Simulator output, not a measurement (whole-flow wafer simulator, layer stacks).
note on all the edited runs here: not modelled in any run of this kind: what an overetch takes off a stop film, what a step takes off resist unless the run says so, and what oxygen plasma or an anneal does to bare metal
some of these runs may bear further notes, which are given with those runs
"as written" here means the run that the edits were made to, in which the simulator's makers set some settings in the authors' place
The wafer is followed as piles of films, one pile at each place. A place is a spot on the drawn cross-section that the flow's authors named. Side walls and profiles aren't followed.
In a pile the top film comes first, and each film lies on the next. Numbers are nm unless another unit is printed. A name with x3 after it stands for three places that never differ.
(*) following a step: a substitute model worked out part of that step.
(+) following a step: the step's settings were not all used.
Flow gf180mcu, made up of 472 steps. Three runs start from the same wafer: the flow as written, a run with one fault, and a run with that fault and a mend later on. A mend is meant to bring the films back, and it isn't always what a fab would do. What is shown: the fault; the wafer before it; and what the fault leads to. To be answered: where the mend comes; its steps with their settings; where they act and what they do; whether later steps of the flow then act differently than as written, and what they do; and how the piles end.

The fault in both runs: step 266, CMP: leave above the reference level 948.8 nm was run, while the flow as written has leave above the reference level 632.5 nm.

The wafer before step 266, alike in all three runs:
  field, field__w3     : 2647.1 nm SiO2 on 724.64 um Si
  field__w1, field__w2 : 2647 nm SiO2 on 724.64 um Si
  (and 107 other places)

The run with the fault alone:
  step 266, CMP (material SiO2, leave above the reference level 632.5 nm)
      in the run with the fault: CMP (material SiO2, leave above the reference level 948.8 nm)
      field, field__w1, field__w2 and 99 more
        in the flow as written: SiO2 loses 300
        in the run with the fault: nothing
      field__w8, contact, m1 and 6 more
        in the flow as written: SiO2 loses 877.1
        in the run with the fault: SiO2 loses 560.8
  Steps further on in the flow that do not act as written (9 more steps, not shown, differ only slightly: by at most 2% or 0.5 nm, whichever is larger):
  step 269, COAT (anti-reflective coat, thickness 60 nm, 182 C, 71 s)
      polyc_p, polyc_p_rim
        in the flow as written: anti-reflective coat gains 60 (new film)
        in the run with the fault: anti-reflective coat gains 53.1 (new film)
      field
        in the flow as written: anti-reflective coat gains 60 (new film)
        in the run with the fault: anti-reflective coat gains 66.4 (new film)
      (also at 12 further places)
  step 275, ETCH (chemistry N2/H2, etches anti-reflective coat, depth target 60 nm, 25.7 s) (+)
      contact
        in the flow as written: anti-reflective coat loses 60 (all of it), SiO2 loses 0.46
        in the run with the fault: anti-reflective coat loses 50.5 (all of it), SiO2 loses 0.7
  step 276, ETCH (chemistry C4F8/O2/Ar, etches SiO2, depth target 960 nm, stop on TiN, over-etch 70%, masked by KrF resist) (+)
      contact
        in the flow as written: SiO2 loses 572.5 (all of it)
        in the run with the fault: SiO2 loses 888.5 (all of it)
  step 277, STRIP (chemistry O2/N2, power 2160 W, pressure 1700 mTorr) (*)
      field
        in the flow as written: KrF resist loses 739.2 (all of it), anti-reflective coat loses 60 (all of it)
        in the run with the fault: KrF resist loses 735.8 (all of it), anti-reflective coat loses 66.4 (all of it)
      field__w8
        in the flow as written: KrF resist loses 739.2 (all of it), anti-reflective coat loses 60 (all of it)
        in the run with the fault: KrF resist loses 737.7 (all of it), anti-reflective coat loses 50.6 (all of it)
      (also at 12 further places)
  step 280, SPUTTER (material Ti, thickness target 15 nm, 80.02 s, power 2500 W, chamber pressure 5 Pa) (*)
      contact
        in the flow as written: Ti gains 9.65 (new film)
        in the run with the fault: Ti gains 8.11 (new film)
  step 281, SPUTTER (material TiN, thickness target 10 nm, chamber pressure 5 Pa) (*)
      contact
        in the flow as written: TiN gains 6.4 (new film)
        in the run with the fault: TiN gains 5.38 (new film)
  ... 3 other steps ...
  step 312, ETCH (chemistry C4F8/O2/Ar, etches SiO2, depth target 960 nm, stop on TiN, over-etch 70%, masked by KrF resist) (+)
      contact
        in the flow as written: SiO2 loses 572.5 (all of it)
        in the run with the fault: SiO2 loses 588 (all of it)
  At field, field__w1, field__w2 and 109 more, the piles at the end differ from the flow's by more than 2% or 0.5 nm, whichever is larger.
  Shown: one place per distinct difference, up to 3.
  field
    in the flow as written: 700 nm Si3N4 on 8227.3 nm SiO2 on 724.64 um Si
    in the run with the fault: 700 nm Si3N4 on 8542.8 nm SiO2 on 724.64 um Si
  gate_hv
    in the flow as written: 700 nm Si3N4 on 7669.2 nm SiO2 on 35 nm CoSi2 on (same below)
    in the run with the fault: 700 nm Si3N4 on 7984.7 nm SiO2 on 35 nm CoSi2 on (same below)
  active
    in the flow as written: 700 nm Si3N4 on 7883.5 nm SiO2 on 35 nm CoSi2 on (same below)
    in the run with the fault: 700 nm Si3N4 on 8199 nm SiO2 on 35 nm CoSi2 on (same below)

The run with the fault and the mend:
  The mend stands after step 266.
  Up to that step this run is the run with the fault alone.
  step 266a, CMP (material SiO2, leave above the reference level 632.5 nm) (a further turn of the flow's step 266)
      field, field__w1, field__w2 and 99 more
        SiO2 loses 300
      field__w8, contact, m1 and 6 more
        SiO2 loses 316.3
  Every later step of the flow that is run acts as written at every place that is followed.
  The piles end the same as the flow's at every place that both follow.
